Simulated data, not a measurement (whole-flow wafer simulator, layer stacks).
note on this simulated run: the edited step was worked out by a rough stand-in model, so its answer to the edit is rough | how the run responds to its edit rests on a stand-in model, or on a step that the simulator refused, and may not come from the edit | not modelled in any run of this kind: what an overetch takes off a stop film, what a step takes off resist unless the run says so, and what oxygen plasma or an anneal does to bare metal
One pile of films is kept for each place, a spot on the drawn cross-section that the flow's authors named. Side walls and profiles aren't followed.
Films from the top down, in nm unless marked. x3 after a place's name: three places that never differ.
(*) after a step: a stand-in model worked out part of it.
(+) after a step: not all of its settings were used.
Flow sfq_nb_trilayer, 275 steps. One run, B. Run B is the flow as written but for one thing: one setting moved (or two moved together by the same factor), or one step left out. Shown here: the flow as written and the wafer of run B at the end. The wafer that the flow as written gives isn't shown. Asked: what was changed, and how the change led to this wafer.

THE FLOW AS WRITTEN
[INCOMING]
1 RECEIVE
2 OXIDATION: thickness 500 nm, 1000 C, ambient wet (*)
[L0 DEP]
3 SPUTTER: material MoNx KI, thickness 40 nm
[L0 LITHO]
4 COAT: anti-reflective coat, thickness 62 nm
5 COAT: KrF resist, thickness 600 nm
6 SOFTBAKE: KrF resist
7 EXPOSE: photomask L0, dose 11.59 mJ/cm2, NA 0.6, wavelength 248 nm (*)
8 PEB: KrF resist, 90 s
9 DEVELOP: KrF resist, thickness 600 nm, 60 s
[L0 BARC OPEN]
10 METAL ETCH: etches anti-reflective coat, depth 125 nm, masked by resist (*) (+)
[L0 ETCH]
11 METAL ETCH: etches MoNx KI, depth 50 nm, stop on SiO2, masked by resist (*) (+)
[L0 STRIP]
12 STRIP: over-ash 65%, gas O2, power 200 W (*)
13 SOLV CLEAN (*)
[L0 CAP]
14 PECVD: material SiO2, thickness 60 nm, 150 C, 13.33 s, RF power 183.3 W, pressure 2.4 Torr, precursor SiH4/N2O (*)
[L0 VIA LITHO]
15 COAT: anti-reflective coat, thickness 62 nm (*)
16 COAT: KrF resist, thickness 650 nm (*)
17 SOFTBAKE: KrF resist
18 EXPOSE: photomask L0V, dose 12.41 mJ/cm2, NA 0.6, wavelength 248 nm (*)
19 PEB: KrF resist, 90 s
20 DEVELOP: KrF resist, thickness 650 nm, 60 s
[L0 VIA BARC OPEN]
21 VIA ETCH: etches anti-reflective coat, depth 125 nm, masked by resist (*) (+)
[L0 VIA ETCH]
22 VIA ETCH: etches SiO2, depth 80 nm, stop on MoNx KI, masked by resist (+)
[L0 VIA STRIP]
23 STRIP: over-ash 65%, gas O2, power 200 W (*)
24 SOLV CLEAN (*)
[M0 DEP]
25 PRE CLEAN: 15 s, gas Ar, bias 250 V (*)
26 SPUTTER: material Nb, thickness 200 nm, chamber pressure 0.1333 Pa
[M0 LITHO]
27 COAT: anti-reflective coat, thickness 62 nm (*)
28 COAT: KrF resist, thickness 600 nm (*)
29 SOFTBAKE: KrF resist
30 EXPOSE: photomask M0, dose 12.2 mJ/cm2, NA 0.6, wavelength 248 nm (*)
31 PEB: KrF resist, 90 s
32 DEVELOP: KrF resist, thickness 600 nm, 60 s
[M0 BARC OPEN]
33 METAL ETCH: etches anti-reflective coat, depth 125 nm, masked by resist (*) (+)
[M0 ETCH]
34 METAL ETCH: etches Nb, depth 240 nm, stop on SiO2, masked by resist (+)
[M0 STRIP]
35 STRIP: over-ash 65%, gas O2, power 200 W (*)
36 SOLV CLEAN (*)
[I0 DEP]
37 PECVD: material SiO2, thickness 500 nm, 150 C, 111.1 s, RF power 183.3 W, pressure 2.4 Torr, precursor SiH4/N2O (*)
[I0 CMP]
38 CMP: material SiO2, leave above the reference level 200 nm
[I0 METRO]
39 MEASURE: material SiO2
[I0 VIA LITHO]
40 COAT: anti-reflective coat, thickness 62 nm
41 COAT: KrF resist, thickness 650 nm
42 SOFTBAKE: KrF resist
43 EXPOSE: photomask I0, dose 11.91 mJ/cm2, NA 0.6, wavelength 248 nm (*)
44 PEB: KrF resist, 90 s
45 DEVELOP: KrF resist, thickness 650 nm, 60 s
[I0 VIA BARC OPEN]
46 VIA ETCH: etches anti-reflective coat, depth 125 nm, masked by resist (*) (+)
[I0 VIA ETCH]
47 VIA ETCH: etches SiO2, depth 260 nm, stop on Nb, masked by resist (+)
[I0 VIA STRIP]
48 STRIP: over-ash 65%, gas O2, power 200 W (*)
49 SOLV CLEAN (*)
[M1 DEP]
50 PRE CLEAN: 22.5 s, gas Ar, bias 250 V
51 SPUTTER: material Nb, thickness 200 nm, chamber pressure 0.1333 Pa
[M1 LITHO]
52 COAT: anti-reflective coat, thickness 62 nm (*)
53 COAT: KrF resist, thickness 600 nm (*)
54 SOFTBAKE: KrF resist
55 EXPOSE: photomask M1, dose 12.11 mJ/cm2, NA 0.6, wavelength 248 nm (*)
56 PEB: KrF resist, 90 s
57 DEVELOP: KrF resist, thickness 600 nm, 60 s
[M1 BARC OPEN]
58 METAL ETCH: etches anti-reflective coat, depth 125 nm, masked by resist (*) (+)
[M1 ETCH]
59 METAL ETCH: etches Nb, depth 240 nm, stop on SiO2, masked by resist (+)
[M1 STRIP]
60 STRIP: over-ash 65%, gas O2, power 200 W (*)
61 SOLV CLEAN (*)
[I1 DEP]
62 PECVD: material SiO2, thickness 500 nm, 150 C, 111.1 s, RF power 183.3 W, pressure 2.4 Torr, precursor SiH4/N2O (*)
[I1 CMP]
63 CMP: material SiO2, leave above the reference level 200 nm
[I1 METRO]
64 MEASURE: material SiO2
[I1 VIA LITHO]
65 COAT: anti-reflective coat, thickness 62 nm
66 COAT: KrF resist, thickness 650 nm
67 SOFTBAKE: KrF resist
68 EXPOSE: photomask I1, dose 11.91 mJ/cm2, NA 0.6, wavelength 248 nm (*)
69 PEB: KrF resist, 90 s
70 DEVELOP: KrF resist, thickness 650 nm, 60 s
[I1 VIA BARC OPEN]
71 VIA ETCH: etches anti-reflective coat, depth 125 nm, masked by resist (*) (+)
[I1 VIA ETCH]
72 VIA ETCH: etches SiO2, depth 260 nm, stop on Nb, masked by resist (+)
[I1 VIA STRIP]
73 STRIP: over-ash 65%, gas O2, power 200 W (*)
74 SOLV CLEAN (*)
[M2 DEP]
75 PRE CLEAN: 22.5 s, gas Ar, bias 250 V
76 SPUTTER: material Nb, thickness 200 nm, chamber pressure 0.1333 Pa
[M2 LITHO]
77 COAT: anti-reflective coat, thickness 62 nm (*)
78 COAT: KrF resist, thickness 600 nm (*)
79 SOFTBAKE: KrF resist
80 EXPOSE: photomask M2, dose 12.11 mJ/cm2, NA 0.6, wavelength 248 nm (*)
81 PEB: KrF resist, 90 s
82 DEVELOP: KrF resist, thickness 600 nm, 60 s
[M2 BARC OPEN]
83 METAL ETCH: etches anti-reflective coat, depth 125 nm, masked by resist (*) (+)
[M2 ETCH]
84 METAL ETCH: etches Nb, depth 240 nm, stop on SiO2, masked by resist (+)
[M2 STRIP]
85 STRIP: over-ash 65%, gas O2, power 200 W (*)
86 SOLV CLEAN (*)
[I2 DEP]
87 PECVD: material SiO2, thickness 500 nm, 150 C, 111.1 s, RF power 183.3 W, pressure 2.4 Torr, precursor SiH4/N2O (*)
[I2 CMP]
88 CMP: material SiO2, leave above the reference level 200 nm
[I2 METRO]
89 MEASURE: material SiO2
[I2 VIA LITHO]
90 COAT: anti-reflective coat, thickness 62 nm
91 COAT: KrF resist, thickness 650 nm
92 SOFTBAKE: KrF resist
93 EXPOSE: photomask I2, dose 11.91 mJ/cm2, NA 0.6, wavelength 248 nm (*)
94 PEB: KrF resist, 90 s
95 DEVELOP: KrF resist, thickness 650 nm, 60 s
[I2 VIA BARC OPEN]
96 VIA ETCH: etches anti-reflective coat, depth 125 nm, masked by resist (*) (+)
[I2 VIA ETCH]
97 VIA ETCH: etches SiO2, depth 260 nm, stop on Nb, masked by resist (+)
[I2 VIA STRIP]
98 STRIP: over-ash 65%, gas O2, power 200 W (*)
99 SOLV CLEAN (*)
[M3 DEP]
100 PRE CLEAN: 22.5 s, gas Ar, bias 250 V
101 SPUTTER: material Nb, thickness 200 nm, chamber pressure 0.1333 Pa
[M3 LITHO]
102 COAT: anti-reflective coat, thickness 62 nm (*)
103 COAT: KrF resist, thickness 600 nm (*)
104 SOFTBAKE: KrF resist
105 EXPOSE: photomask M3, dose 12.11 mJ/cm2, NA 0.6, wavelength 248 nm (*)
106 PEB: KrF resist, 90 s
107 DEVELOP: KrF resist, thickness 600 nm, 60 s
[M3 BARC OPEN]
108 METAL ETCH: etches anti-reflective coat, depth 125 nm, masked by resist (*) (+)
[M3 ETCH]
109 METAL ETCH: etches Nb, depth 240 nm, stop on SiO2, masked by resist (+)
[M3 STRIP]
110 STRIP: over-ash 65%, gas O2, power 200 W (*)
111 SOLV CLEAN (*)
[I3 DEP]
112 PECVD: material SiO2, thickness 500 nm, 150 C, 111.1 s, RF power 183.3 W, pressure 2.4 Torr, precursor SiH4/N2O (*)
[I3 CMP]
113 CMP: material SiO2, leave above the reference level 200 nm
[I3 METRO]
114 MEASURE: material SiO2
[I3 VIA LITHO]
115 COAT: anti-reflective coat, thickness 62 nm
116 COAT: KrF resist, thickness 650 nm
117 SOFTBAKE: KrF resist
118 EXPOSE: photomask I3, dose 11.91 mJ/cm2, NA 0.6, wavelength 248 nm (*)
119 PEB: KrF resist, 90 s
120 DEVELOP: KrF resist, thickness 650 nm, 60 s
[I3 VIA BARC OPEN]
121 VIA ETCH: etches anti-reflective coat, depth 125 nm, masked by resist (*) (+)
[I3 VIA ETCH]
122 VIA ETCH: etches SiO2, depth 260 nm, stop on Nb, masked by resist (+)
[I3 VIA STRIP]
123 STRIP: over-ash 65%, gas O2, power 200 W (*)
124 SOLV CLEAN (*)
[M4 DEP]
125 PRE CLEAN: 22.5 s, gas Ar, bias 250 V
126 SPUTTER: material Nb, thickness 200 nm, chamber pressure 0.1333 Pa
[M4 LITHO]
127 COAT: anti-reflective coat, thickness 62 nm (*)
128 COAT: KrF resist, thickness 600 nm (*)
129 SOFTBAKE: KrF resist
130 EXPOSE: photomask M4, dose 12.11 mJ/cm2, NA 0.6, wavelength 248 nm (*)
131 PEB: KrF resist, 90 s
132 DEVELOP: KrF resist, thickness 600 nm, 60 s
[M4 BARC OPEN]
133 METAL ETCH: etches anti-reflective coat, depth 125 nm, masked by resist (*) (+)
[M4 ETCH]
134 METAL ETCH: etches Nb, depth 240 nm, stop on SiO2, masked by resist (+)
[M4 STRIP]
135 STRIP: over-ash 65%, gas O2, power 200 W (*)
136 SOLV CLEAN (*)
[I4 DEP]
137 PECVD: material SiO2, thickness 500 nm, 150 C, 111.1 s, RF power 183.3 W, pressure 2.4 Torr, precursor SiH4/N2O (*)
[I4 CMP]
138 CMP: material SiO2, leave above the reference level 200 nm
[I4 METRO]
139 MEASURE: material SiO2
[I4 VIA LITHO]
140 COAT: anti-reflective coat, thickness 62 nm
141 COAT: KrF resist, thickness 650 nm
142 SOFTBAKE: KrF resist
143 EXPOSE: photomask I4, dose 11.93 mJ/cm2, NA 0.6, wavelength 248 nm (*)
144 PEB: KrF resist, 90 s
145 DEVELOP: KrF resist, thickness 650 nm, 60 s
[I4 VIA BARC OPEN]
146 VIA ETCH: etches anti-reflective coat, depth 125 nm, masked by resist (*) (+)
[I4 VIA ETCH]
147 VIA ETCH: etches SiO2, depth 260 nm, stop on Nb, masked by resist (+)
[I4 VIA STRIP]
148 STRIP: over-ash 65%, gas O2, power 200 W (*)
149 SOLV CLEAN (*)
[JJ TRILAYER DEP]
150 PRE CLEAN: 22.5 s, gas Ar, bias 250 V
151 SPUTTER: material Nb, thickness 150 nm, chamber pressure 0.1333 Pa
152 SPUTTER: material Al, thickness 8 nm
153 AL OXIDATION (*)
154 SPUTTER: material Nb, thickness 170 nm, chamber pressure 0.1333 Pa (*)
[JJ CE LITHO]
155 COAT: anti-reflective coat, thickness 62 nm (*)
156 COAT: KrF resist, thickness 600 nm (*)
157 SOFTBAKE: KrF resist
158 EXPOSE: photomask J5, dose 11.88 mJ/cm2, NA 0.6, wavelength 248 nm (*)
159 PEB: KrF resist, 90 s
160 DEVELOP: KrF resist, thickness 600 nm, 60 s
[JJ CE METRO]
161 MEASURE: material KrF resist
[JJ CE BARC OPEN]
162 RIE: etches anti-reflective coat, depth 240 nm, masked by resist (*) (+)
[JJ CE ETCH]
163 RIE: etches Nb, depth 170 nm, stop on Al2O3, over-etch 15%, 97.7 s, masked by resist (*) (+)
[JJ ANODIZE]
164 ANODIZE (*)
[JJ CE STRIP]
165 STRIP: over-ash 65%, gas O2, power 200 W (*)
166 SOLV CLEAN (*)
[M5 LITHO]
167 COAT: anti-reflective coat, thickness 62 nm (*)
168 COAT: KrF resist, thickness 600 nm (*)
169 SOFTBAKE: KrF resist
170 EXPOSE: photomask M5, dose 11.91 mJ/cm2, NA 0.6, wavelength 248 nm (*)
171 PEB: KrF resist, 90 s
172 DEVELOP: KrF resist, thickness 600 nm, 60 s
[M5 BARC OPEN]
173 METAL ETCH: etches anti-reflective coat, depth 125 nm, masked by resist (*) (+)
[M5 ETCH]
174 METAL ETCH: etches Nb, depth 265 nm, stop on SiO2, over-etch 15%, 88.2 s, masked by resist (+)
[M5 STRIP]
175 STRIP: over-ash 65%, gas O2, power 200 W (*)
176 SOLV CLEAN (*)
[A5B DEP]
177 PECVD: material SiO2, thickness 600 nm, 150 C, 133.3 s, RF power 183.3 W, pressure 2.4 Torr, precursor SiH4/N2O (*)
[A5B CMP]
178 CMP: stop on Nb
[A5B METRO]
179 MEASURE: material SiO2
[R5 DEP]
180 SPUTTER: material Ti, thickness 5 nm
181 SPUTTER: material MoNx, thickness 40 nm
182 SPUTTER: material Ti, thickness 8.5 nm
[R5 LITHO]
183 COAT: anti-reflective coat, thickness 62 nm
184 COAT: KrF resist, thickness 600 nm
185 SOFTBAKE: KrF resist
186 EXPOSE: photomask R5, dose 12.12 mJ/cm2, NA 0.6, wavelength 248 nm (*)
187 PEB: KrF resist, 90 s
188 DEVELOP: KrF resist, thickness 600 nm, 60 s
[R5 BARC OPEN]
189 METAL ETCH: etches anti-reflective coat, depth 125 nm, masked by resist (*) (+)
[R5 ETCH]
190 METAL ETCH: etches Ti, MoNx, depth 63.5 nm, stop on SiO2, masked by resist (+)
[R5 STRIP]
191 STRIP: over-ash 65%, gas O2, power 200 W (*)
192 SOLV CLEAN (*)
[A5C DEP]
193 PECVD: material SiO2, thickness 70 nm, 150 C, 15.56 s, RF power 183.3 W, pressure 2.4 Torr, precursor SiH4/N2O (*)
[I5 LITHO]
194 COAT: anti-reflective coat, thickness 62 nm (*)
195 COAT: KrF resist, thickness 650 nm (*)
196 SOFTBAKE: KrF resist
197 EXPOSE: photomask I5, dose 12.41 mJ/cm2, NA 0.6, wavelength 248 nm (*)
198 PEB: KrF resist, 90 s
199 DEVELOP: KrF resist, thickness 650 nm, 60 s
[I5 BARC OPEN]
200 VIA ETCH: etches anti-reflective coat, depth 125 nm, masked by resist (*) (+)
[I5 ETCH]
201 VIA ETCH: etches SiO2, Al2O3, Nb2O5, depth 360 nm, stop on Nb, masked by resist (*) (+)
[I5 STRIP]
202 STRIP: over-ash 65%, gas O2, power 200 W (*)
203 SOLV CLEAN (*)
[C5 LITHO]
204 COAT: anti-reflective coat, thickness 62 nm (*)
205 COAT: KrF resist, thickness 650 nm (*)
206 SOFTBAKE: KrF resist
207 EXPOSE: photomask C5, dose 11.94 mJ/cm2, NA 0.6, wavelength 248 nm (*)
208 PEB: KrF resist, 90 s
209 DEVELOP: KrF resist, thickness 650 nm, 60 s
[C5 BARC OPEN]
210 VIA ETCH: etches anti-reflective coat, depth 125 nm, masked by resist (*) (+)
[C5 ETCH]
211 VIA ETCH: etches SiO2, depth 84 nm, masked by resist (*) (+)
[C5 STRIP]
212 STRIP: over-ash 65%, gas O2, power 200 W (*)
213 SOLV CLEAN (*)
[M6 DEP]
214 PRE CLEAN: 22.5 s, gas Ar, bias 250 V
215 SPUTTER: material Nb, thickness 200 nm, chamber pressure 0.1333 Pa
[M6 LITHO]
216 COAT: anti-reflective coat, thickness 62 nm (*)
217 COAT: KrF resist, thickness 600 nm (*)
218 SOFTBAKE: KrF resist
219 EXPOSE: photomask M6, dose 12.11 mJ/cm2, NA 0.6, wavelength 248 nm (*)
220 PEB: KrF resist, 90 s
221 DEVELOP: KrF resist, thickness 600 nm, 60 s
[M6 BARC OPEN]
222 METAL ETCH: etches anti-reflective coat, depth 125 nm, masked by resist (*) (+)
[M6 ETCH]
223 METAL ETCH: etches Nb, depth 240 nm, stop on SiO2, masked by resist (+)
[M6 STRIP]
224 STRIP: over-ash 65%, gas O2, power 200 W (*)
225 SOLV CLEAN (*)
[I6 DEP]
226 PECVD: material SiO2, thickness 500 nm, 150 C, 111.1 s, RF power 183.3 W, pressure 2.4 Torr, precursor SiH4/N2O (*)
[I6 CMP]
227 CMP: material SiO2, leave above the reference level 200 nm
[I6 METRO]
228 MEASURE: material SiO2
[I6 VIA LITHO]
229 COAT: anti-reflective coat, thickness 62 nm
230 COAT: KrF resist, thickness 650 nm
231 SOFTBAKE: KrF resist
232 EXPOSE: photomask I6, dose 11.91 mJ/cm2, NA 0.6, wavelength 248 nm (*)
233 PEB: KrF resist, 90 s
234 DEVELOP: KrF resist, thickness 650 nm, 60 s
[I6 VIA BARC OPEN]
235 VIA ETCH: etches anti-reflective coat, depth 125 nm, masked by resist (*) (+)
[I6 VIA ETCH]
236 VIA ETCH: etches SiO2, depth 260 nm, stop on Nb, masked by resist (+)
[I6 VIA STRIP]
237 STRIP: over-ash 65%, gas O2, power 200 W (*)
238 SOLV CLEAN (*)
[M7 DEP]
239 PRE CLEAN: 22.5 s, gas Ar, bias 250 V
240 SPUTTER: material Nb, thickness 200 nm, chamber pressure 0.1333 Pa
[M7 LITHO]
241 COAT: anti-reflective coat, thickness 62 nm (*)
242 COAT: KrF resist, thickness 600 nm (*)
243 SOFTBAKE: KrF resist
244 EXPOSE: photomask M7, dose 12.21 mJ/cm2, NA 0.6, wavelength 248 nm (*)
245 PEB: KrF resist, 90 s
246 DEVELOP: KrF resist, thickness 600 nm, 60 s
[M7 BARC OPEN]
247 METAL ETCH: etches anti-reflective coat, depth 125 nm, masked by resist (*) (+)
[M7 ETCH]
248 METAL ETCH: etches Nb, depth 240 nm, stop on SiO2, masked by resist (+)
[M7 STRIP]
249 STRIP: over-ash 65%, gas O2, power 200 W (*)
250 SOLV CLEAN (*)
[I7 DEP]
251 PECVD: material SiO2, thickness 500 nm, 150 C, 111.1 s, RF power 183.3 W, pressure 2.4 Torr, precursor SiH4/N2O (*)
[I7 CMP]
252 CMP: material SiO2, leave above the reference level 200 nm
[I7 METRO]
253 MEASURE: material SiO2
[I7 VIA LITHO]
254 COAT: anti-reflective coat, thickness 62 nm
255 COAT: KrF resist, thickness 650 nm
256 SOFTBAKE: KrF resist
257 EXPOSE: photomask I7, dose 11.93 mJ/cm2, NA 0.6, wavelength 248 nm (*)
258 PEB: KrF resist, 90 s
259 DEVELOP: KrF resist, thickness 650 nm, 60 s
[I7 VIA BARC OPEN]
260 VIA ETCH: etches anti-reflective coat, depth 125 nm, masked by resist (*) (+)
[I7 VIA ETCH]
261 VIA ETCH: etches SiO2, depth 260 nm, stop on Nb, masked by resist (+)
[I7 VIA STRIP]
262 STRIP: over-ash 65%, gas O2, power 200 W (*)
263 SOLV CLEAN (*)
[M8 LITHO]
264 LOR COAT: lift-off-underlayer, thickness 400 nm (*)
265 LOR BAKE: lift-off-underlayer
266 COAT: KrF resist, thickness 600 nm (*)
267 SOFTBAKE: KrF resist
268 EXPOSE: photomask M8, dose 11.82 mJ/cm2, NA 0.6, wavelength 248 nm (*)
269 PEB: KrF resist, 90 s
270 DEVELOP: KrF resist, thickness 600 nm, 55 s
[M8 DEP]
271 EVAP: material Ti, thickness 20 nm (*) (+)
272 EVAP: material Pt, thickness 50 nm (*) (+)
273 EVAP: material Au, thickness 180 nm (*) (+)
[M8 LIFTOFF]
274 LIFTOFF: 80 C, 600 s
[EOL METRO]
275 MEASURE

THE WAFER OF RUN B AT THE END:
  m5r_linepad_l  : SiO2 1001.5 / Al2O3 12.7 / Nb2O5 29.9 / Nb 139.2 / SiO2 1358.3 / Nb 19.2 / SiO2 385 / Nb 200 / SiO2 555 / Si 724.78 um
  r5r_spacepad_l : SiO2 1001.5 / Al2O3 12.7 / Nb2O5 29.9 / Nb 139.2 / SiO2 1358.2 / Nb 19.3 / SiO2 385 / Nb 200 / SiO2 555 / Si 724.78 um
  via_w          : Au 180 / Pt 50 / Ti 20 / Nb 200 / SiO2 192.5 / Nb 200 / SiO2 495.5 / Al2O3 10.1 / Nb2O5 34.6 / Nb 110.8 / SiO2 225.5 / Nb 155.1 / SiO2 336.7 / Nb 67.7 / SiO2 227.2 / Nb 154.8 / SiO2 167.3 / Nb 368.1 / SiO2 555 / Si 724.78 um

The cause: step 62, PECVD: thickness 200 nm was run, where the flow has thickness 500 nm; step 62, PECVD: 44.44 s was run, where the flow has 111.1 s.

How the change led to this, step by step:
  62 PECVD: material SiO2, thickness 500 nm, 150 C, 111.1 s, RF power 183.3 W, pressure 2.4 Torr, precursor SiH4/N2O (*)
      field_l, be, be_sur and 72 more: SiO2 +200 (as written it would be: SiO2 +500)
      v_sur, via_wl, via_wr and 20 more: SiO2 +200 (new film) (as written it would be: SiO2 +500 (new film))
      (and at 8 more places)
  63 CMP: material SiO2, leave above the reference level 200 nm
      field_l, be, be_sur and 72 more: nothing (as written it would be: SiO2 -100)
      v_sur, via_wl, via_wr and 20 more: nothing (as written it would be: SiO2 -300)
      (and at 8 more places)
  65 COAT: anti-reflective coat, thickness 62 nm
      jj_sur, r_sur, res, p3_l3, p3_l5, p3_l6: anti-reflective coat +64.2 (new film) (as written it would be: anti-reflective coat +62 (new film))
      m0r_space_l, m0r_space_r, m6r_space_l x2, m7r_space_l x2: anti-reflective coat +81.5 (new film) (as written it would be: anti-reflective coat +62 (new film))
      (and at 78 more places)
  66 COAT: KrF resist, thickness 650 nm
      m0r_space_l, m0r_space_r, m5r_space_l, m5r_space_r, m6r_space_l x2, m7r_space_l x2: KrF resist +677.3 (new film) (as written it would be: KrF resist +650 (new film))
      m0r_line_l, m0r_line_r, m6r_line_l x2, m7r_line_l x2: KrF resist +687.3 (new film) (as written it would be: KrF resist +650 (new film))
      (and at 60 more places)
  70 DEVELOP: KrF resist, thickness 650 nm, 60 s
      via_v: KrF resist -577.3 (all of it) (as written it would be: KrF resist -648.6 (all of it))
  71 VIA ETCH: etches anti-reflective coat, depth 125 nm, masked by resist (*) (+)
      field_l, v_sur, via_wl and 102 more: KrF resist -38.6 (as written it would be: KrF resist -51.7)
      via_v: anti-reflective coat -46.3 (all of it), SiO2 -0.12 (as written it would be: anti-reflective coat -62 (all of it), SiO2 -0.16)
  73 STRIP: over-ash 65%, gas O2, power 200 W (*)
      m0r_line_l, m0r_line_r, m6r_line_l x2, m7r_line_l x2: KrF resist -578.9 (all of it), anti-reflective coat -61.5 (all of it) (as written it would be: KrF resist -528.6 (all of it), anti-reflective coat -62 (all of it))
      m0r_space_l, m0r_space_r, m6r_space_l x2, m7r_space_l x2: KrF resist -569 (all of it), anti-reflective coat -81.5 (all of it) (as written it would be: KrF resist -528.6 (all of it), anti-reflective coat -62 (all of it))
      (and at 93 more places)
  76 SPUTTER: material Nb, thickness 200 nm, chamber pressure 0.1333 Pa
      lsp_m, ln_m6, lsp_r, l0_sur, l0v: Nb +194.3 (new film) (as written it would be: Nb +200 (new film))
      be, lsp_l: Nb +174.8 (new film) (as written it would be: Nb +200 (new film))
      (and at 1 more place)
  77 COAT: anti-reflective coat, thickness 62 nm (*)
      m0r_space_l, m0r_space_r, m6r_space_l x2, m7r_space_l x2: anti-reflective coat +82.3 (new film) (as written it would be: anti-reflective coat +62 (new film))
      p3_l3, p3_s3, p3_s4, p3_l6: anti-reflective coat +64.2 (new film) (as written it would be: anti-reflective coat +62 (new film))
      (and at 80 more places)
  78 COAT: KrF resist, thickness 600 nm (*)
      m0r_line_l, m0r_line_r, m6r_line_l x2, m7r_line_l x2: KrF resist +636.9 (new film) (as written it would be: KrF resist +600 (new film))
      m0r_space_l, m0r_space_r, m6r_space_l x2, m7r_space_l x2: KrF resist +626.8 (new film) (as written it would be: KrF resist +600 (new film))
      (and at 65 more places)
  82 DEVELOP: KrF resist, thickness 600 nm, 60 s
      m0r_line_l, m0r_line_r, m6r_line_l x2, m7r_line_l x2: KrF resist -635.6 (all of it) (as written it would be: KrF resist -598.7 (all of it))
      m0r_space_l, m0r_space_r, m6r_space_l x2, m7r_space_l x2: KrF resist -625.5 (all of it) (as written it would be: KrF resist -598.7 (all of it))
      (and at 43 more places)
  83 METAL ETCH: etches anti-reflective coat, depth 125 nm, masked by resist (*) (+)
      m5r_linepad_l, m5r_linepad_r, r5r_spacepad_l, r5r_spacepad_r, m8r_pad_l, m8r_pad_r: anti-reflective coat -125 (as written it would be: anti-reflective coat -62 (all of it))
      v_sur, via_wl, via_w and 19 more: KrF resist -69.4 (as written it would be: KrF resist -51.7)
      (and at 62 more places)
  84 METAL ETCH: etches Nb, depth 240 nm, stop on SiO2, masked by resist (+)
      m5r_linepad_l, m5r_linepad_r: anti-reflective coat -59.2 (all of it), Nb -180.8 (as written it would be: Nb -200 (all of it))
      r5r_spacepad_l, r5r_spacepad_r: anti-reflective coat -59.3 (all of it), Nb -180.7 (as written it would be: Nb -200 (all of it))
      (and at 9 more places)
  85 STRIP: over-ash 65%, gas O2, power 200 W (*)
      v_sur: KrF resist -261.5 (all of it), anti-reflective coat -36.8 (all of it) (as written it would be: KrF resist -380 (all of it), anti-reflective coat -61.4 (all of it))
      via_wl: KrF resist -271.8 (all of it), anti-reflective coat -30.7 (all of it) (as written it would be: KrF resist -379.5 (all of it), anti-reflective coat -61.3 (all of it))
      (and at 20 more places)
  87 PECVD: material SiO2, thickness 500 nm, 150 C, 111.1 s, RF power 183.3 W, pressure 2.4 Torr, precursor SiH4/N2O (*)
      m5r_linepad_l, m5r_linepad_r, r5r_spacepad_l, r5r_spacepad_r: SiO2 +500 (new film) (as written it would be: SiO2 +500)
      wl_d_sl, wl_d_sr: SiO2 +587.3 (as written it would be: SiO2 +500)
      (and at 1 more place)
  88 CMP: material SiO2, leave above the reference level 200 nm
      field_l, be, be_sur and 79 more: nothing (as written it would be: SiO2 -100)
      via_w: SiO2 -157.1 (as written it would be: SiO2 -300)
  ... 42 more steps ...
  178 CMP: stop on Nb
      via_w: SiO2 -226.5 (as written it would be: SiO2 -235.2)
Counting metal films that touch as one body, m5r_linepad_l has 3 bodies (between them, from the top down: SiO2 1358.3; SiO2 385); the flow as written gives 2 bodies (between them, from the top down: SiO2 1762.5).
Counting metal films that touch as one body, r5r_spacepad_l has 3 bodies (between them, from the top down: SiO2 1358.2; SiO2 385); the flow as written gives 2 bodies (between them, from the top down: SiO2 1762.5).
Counting metal films that touch as one body, via_w has 7 bodies (between them, from the top down: SiO2 192.5; SiO2 495.5 / Al2O3 10.1 / Nb2O5 34.6; SiO2 225.5; SiO2 336.7; SiO2 227.2; SiO2 167.3); the flow as written gives 5 bodies (between them, from the top down: SiO2 192.5; SiO2 427.3 / Al2O3 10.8 / Nb2O5 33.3; SiO2 425.9; SiO2 416.9).
